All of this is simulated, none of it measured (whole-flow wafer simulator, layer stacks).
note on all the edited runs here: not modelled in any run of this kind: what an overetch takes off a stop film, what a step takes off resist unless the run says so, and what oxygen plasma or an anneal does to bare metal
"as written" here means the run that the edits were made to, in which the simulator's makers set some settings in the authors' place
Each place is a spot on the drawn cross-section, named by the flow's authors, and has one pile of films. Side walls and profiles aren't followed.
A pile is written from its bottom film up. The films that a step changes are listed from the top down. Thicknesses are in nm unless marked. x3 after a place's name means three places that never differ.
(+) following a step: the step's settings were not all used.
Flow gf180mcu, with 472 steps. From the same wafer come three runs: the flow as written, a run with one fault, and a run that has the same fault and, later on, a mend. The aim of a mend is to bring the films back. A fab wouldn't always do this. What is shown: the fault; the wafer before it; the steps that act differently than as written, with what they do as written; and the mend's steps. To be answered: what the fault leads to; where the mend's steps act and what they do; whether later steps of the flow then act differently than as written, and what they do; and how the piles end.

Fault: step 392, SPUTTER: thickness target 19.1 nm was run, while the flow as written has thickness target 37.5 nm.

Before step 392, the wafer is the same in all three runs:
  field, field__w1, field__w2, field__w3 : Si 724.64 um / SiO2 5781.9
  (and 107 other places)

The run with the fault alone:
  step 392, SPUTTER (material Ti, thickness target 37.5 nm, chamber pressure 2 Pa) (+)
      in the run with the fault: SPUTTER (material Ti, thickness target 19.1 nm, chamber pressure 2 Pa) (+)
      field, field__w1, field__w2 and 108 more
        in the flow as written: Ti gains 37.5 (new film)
        in the run with the fault: Ti gains 19.1 (new film)
  Steps later in the flow that act otherwise than as written (not shown: 1 more step that differs only slightly, by at most 2% or 0.5 nm, whichever is larger):
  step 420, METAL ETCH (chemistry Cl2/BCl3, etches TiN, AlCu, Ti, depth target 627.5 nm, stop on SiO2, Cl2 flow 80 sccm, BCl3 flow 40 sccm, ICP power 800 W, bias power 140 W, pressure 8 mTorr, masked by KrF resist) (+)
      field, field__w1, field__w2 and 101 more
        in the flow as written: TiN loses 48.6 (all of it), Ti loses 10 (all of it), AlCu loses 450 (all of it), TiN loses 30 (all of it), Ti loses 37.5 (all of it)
        in the run with the fault: TiN loses 48.6 (all of it), Ti loses 10 (all of it), AlCu loses 450 (all of it), TiN loses 30 (all of it), Ti loses 19.1 (all of it)
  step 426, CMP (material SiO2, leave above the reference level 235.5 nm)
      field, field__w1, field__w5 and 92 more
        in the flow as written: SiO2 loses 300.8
        in the run with the fault: SiO2 loses 319.2
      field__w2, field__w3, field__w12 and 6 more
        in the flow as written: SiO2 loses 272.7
        in the run with the fault: SiO2 loses 291.9
  At field__w4, field__w8, contact, m1, m1__w1, mim, mim_1p0, m1_nw, the piles at the end differ from the flow's by more than 2% or 0.5 nm, whichever is larger.
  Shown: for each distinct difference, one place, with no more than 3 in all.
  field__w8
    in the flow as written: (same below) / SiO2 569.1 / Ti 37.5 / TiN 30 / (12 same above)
    in the run with the fault: (same below) / SiO2 569.1 / Ti 19.1 / TiN 30 / (12 same above)
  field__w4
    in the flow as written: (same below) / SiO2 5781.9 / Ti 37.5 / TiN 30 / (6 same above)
    in the run with the fault: (same below) / SiO2 5781.9 / Ti 19.1 / TiN 30 / (6 same above)
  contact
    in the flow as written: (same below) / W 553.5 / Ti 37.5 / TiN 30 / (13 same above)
    in the run with the fault: (same below) / W 553.5 / Ti 19.1 / TiN 30 / (13 same above)

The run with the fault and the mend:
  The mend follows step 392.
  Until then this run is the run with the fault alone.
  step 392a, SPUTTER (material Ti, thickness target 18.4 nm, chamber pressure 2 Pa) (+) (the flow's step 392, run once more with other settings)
      field, field__w1, field__w2 and 108 more
        Ti gains 18.4
  None of the later steps of the flow acts differently than as written at any place that is followed.
  At every place that both follow, the piles at the end match the flow's.
